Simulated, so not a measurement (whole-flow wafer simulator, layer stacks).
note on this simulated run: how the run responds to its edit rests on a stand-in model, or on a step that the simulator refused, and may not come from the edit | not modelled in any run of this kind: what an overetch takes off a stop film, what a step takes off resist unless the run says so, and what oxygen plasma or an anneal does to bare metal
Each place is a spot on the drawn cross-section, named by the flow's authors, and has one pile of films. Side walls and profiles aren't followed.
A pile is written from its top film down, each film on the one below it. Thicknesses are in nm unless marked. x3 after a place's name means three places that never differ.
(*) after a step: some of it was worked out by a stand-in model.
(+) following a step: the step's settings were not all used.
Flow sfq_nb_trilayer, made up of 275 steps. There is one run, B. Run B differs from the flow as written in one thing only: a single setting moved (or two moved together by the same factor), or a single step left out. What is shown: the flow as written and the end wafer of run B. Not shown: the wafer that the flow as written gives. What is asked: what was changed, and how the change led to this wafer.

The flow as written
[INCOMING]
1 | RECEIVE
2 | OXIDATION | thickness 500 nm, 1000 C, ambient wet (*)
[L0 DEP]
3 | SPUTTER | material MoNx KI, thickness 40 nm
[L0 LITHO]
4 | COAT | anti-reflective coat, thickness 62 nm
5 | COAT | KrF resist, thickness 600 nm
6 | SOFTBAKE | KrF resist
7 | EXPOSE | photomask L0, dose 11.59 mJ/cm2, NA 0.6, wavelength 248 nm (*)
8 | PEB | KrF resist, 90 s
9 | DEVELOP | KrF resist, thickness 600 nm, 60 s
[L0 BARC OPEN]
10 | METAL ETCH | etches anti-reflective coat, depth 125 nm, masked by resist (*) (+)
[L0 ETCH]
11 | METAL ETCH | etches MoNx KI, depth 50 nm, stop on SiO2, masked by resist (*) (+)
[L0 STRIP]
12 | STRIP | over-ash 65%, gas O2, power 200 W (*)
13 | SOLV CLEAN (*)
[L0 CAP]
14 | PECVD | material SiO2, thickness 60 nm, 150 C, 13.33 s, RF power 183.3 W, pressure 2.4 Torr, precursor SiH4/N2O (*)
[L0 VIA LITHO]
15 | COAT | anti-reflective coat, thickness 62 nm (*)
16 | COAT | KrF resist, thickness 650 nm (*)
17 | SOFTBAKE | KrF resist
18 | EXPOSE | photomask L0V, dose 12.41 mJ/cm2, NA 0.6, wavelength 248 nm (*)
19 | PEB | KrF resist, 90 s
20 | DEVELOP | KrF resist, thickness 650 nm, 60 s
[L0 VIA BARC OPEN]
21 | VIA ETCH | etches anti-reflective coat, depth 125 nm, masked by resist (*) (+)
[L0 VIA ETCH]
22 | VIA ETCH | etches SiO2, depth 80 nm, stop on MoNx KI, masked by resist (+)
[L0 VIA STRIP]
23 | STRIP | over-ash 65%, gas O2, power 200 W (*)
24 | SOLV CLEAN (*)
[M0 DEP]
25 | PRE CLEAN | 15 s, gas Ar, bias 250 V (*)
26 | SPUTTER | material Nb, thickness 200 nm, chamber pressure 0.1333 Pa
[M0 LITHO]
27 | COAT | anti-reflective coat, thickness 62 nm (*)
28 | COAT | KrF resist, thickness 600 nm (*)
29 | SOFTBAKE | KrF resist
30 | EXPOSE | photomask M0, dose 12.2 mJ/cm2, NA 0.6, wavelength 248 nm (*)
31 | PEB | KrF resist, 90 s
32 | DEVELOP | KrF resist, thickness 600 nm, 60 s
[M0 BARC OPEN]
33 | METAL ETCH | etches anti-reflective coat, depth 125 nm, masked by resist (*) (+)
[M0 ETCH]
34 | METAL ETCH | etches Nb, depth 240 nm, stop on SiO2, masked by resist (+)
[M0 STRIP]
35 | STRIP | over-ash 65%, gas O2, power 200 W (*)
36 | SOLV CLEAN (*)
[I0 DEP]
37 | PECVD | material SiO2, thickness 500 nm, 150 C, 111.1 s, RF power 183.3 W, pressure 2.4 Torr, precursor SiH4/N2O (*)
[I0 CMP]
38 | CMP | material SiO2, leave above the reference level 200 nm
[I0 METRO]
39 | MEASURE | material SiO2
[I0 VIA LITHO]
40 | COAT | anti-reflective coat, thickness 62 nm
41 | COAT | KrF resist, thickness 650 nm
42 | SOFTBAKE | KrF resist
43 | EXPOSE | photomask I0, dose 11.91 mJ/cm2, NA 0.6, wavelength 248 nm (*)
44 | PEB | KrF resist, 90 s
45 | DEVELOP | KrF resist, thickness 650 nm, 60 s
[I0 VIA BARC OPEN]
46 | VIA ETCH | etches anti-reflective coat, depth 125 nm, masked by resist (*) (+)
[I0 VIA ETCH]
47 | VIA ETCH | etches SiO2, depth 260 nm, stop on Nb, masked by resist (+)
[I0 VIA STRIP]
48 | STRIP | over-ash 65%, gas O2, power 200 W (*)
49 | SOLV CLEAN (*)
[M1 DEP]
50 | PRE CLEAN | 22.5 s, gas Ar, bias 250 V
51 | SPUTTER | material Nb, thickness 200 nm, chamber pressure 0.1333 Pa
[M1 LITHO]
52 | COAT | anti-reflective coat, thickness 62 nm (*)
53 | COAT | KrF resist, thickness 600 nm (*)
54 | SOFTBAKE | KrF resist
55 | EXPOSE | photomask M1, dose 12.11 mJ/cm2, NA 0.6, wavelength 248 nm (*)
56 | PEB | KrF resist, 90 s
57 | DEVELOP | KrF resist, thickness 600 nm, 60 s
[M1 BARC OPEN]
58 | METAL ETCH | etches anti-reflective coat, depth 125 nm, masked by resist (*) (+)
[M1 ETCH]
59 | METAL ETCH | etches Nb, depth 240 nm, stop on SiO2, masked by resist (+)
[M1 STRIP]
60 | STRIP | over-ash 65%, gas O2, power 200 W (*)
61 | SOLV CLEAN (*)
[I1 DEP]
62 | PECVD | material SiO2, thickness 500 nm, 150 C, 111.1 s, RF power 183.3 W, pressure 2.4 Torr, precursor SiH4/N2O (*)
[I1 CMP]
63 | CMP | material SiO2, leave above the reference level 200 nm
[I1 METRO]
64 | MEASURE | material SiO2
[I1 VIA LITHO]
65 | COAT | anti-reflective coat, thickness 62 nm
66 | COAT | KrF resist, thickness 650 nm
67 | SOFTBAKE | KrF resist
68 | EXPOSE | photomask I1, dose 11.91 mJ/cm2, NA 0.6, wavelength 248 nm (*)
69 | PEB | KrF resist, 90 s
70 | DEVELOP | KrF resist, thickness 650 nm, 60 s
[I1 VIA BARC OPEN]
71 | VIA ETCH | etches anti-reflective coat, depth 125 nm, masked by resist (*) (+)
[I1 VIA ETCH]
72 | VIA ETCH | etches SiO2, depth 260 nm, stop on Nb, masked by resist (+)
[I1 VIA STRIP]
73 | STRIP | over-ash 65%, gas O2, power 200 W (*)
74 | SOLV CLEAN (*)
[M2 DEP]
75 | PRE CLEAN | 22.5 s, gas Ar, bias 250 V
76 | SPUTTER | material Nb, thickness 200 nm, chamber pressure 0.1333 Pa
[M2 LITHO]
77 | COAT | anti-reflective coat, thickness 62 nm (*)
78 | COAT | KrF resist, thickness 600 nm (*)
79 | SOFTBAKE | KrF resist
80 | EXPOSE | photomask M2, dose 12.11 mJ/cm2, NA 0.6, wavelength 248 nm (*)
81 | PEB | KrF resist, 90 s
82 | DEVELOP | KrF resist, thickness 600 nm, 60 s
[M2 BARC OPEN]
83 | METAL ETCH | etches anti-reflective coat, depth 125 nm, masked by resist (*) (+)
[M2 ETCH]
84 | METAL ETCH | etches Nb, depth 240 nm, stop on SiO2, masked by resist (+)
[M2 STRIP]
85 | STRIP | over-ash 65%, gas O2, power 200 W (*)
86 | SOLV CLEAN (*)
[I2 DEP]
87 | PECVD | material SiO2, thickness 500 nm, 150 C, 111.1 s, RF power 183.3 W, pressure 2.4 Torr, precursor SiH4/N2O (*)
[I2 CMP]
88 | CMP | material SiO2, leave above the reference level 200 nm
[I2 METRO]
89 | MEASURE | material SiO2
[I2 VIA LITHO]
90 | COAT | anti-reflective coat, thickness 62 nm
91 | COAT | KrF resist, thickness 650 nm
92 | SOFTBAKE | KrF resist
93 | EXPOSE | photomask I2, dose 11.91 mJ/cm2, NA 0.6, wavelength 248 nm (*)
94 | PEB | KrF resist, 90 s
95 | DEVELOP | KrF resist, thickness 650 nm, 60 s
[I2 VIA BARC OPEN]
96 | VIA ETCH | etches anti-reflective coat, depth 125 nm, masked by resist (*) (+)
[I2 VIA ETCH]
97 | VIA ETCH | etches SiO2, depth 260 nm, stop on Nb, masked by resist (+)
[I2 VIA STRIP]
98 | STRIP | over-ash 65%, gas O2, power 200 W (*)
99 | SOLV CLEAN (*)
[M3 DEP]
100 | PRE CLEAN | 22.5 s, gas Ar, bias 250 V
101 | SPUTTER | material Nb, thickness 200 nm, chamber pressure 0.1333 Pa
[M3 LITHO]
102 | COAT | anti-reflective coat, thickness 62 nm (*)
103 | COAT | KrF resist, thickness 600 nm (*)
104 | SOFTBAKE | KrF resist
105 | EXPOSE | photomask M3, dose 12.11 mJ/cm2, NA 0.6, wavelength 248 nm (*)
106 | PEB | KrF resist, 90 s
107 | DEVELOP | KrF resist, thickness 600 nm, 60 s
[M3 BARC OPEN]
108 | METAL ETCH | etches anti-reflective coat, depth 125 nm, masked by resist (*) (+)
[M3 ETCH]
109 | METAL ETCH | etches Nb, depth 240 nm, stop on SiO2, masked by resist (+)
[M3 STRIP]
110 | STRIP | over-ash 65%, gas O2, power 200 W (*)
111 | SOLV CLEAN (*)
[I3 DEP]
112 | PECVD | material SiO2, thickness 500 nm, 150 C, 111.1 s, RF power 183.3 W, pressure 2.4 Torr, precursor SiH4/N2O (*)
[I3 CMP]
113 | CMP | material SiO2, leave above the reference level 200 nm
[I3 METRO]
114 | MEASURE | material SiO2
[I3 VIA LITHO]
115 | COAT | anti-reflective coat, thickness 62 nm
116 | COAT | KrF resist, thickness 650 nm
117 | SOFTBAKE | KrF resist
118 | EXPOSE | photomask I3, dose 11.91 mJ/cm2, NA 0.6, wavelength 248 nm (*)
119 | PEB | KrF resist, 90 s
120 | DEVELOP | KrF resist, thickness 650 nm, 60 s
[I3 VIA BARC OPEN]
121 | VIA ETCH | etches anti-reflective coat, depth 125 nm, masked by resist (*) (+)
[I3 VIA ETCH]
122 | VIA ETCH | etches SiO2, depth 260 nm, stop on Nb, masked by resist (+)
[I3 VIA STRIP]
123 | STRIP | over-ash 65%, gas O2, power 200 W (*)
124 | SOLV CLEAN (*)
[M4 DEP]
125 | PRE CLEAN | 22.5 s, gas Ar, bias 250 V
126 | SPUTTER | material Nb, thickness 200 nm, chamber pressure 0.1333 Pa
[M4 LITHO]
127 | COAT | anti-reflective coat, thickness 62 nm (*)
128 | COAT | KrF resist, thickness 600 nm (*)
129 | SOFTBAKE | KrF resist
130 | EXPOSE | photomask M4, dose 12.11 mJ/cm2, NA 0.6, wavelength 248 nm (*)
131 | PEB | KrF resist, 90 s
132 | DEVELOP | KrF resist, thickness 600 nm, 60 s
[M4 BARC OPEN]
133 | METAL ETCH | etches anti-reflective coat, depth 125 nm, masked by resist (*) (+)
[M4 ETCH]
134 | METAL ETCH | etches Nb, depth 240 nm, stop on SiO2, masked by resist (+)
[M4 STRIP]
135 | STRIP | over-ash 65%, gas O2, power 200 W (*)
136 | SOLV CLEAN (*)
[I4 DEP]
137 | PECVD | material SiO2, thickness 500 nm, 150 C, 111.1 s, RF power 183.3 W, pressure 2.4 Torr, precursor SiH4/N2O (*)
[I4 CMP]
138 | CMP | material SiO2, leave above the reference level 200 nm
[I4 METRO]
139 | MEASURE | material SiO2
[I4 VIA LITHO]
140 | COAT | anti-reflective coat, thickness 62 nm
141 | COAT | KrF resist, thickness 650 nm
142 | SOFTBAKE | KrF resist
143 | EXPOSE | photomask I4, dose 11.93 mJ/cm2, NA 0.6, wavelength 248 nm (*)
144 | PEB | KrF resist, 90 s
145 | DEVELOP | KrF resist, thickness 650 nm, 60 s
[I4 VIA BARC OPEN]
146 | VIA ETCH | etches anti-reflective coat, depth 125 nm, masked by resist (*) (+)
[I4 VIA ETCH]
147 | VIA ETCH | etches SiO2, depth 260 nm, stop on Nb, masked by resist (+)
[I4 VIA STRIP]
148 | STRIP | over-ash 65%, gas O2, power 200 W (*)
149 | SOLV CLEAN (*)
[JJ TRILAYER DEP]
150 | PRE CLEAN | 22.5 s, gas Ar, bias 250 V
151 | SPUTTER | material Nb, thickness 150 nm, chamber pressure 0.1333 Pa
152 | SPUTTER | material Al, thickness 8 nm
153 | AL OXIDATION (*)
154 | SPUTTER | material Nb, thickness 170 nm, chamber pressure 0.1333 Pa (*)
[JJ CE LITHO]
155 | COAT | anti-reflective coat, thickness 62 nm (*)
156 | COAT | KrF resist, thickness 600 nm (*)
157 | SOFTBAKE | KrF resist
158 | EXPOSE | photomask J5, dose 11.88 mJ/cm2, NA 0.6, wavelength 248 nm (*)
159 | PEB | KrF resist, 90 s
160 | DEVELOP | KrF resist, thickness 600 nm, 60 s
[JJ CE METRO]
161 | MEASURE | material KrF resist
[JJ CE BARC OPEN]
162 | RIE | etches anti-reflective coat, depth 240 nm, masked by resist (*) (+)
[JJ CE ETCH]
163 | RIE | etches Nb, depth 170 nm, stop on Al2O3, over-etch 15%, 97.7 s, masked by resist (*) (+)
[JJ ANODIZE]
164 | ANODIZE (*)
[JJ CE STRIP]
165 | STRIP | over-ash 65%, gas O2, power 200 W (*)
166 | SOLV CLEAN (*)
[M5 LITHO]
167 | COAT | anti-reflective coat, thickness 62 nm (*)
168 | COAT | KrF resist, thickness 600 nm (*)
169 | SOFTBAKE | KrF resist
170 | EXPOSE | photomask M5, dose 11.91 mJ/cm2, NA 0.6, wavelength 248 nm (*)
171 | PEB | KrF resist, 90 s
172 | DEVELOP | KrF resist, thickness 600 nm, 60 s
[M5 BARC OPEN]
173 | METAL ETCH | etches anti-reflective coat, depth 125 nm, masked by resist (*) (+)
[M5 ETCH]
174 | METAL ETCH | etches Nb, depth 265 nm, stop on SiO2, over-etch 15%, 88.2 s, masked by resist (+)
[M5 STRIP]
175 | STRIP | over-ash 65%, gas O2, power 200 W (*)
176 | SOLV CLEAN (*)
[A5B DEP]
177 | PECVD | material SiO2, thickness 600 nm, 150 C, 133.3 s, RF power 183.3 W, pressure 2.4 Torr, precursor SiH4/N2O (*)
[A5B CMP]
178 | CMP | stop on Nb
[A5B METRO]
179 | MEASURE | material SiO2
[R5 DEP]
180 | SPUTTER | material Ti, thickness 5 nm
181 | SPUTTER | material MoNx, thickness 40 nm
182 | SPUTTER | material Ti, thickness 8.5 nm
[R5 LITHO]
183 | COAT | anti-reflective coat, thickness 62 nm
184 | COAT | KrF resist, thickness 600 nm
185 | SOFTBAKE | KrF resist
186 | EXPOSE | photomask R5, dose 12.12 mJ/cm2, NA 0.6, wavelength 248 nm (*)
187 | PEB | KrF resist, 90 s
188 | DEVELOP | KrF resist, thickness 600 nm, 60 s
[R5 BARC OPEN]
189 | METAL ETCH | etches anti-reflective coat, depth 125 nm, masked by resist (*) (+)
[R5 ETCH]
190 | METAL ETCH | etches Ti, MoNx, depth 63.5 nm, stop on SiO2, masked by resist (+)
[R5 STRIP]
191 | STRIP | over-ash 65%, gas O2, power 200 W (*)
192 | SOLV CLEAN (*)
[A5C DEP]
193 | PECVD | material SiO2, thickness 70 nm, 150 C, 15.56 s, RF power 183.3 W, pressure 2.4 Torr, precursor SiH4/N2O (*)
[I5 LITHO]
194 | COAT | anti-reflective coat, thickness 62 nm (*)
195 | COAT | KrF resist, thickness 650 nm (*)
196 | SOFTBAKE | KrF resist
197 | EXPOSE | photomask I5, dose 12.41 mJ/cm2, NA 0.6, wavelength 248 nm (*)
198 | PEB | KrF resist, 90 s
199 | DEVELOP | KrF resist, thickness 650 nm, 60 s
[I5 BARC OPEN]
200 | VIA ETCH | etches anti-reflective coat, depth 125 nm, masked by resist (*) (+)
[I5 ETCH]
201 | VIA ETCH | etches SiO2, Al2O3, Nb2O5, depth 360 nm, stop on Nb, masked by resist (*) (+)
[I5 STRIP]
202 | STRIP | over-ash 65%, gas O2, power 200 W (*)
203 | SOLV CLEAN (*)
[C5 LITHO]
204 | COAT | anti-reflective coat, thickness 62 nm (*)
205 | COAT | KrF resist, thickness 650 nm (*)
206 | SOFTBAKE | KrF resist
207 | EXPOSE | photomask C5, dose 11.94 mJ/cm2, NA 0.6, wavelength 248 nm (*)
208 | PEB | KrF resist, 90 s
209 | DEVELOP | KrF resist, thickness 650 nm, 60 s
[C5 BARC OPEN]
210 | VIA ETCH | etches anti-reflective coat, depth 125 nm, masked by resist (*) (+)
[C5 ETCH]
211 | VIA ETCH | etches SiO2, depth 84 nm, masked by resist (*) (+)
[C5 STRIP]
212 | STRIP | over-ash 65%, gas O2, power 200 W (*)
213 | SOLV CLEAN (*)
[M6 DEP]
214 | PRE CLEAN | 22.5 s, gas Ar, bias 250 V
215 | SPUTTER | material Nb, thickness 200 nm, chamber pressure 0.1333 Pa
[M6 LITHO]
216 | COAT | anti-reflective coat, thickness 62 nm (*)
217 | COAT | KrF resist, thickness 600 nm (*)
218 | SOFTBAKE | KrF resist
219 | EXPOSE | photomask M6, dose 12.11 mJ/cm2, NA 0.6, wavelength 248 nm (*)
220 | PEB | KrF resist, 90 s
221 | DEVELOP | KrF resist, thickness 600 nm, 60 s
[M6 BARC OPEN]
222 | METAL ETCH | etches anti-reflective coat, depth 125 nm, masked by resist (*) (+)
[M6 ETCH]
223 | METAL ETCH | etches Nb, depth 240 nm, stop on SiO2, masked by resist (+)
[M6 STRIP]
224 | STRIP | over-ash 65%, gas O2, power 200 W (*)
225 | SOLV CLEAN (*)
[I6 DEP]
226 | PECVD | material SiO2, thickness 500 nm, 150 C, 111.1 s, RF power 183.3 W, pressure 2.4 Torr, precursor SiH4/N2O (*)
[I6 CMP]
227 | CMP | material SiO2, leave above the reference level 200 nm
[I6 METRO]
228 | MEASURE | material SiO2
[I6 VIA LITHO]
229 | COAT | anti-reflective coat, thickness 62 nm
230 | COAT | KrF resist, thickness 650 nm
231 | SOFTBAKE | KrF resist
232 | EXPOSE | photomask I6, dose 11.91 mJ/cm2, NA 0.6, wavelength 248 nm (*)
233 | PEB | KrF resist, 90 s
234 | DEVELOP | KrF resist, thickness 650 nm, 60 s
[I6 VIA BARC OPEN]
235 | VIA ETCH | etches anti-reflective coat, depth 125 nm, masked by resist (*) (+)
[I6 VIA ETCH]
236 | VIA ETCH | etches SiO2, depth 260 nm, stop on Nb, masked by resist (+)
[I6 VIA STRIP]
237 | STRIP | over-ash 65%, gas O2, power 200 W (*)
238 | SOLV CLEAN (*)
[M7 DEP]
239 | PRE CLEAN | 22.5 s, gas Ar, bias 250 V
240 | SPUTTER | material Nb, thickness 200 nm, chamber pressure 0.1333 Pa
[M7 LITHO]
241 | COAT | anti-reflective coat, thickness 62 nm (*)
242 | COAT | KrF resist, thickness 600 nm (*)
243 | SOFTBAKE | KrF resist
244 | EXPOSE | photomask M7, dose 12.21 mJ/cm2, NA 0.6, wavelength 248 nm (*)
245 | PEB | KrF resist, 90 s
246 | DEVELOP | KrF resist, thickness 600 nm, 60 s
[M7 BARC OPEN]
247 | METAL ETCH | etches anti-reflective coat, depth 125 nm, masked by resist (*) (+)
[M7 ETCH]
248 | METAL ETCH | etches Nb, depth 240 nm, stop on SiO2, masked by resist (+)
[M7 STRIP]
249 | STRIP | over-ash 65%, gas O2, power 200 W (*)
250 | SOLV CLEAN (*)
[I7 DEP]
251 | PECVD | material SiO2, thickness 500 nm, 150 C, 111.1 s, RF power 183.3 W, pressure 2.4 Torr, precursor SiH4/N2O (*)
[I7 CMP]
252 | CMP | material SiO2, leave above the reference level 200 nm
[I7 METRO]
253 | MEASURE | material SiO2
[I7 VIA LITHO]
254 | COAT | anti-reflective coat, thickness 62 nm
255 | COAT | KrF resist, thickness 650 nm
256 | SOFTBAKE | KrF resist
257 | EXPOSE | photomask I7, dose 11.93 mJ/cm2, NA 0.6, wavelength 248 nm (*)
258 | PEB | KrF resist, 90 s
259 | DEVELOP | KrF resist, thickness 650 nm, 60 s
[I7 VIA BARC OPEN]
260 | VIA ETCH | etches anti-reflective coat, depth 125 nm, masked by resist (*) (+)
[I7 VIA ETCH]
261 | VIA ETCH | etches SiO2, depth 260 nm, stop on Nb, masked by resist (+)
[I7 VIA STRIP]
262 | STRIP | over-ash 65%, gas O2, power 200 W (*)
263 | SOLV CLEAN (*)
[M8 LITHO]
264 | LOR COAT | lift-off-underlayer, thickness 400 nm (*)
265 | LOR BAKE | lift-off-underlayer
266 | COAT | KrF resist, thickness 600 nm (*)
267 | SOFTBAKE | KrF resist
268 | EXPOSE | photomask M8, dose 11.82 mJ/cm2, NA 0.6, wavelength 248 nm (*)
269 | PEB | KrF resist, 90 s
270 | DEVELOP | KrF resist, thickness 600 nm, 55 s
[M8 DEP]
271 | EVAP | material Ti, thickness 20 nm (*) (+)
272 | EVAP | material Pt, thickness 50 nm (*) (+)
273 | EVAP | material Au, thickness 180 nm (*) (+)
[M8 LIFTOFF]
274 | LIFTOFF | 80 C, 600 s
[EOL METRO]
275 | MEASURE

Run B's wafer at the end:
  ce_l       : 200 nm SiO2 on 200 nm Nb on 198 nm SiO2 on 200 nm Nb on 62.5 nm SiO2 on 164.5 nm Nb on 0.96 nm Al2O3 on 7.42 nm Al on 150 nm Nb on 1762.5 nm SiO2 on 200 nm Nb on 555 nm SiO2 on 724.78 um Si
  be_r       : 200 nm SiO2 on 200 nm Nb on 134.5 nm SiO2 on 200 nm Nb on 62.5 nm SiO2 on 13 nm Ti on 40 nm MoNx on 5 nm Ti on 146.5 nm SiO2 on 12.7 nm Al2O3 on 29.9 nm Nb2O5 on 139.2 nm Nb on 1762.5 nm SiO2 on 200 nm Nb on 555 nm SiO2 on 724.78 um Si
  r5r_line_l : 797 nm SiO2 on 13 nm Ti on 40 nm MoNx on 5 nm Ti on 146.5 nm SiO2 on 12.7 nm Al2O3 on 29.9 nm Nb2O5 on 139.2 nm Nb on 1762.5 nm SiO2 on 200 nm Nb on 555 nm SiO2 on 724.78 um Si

Cause: step 182, SPUTTER: thickness 13 nm was run, while the flow as written has thickness 8.5 nm.
One can read it off the wafer: be_r has Ti 13, and step 182 as written asks for 8.5 nm.

How this came from the change, step by step:
  182 | SPUTTER | material Ti, thickness 8.5 nm
      field_l, v_sur, via_wl and 103 more: +13 Ti (new film) (as written it would have been: +8.5 Ti (new film))
  190 | METAL ETCH | etches Ti, MoNx, depth 63.5 nm, stop on SiO2, masked by resist (+)
      field_l, v_sur, via_wl and 92 more: -13 Ti (all of it), -40 MoNx (all of it), -5 Ti (all of it) (as written it would have been: -8.5 Ti (all of it), -40 MoNx (all of it), -5 Ti (all of it))
      ce_l, c5j, ce_r, wl_jj: -13 Ti (all of it), -40 MoNx (all of it), -5 Ti (all of it), -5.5 Nb (as written it would have been: -8.5 Ti (all of it), -40 MoNx (all of it), -5 Ti (all of it), -10 Nb)
  194 | COAT | anti-reflective coat, thickness 62 nm (*)
      r5r_spacepad_l, r5r_spacepad_r: +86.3 anti-reflective coat (new film) (as written it would have been: +84.4 anti-reflective coat (new film))
      ce_l: +65.2 anti-reflective coat (new film) (as written it would have been: +67.2 anti-reflective coat (new film))
      (and at 3 other places as well)
  202 | STRIP | over-ash 65%, gas O2, power 200 W (*)
      r5r_spacepad_l, r5r_spacepad_r: -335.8 KrF resist (all of it), -86.3 anti-reflective coat (all of it) (as written it would have been: -335.6 KrF resist (all of it), -84.4 anti-reflective coat (all of it))
      ce_l: -340.3 KrF resist (all of it), -65.2 anti-reflective coat (all of it) (as written it would have been: -341.5 KrF resist (all of it), -67.2 anti-reflective coat (all of it))
      (and at 3 other places as well)
  204 | COAT | anti-reflective coat, thickness 62 nm (*)
      r5r_spacepad_l, r5r_spacepad_r: +86.3 anti-reflective coat (new film) (as written it would have been: +84.4 anti-reflective coat (new film))
      ce_l: +64 anti-reflective coat (new film) (as written it would have been: +66 anti-reflective coat (new film))
      (and at 3 other places as well)
  212 | STRIP | over-ash 65%, gas O2, power 200 W (*)
      r5r_spacepad_l, r5r_spacepad_r: -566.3 KrF resist (all of it), -86.3 anti-reflective coat (all of it) (as written it would have been: -565.8 KrF resist (all of it), -84.4 anti-reflective coat (all of it))
      ce_l: -566.5 KrF resist (all of it), -64 anti-reflective coat (all of it) (as written it would have been: -567.4 KrF resist (all of it), -66 anti-reflective coat (all of it))
      (and at 3 other places as well)
  216 | COAT | anti-reflective coat, thickness 62 nm (*)
      r5r_spacepad_l, r5r_spacepad_r: +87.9 anti-reflective coat (new film) (as written it would have been: +85.7 anti-reflective coat (new film))
      jj_sur: +57.3 anti-reflective coat (new film) (as written it would have been: +56.1 anti-reflective coat (new film))
      (and at 4 other places as well)
  222 | METAL ETCH | etches anti-reflective coat, depth 125 nm, masked by resist (*) (+)
      r5r_spacepad_l, r5r_spacepad_r: -87.9 anti-reflective coat (all of it) (as written it would have been: -85.7 anti-reflective coat (all of it))
  224 | STRIP | over-ash 65%, gas O2, power 200 W (*)
      jj_sur: -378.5 KrF resist (all of it), -57.3 anti-reflective coat (all of it) (as written it would have been: -378.5 KrF resist (all of it), -56.1 anti-reflective coat (all of it))
      ce_l: -395.4 KrF resist (all of it), -46.7 anti-reflective coat (all of it) (as written it would have been: -397.1 KrF resist (all of it), -48 anti-reflective coat (all of it))
      (and at 3 other places as well)
  227 | CMP | material SiO2, leave above the reference level 200 nm
      r5r_line_l, r5r_spacepad_l, r5r_spacepad_r, r5r_line_c, r5r_line_r: -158 SiO2 (as written it would have been: -153.5 SiO2)
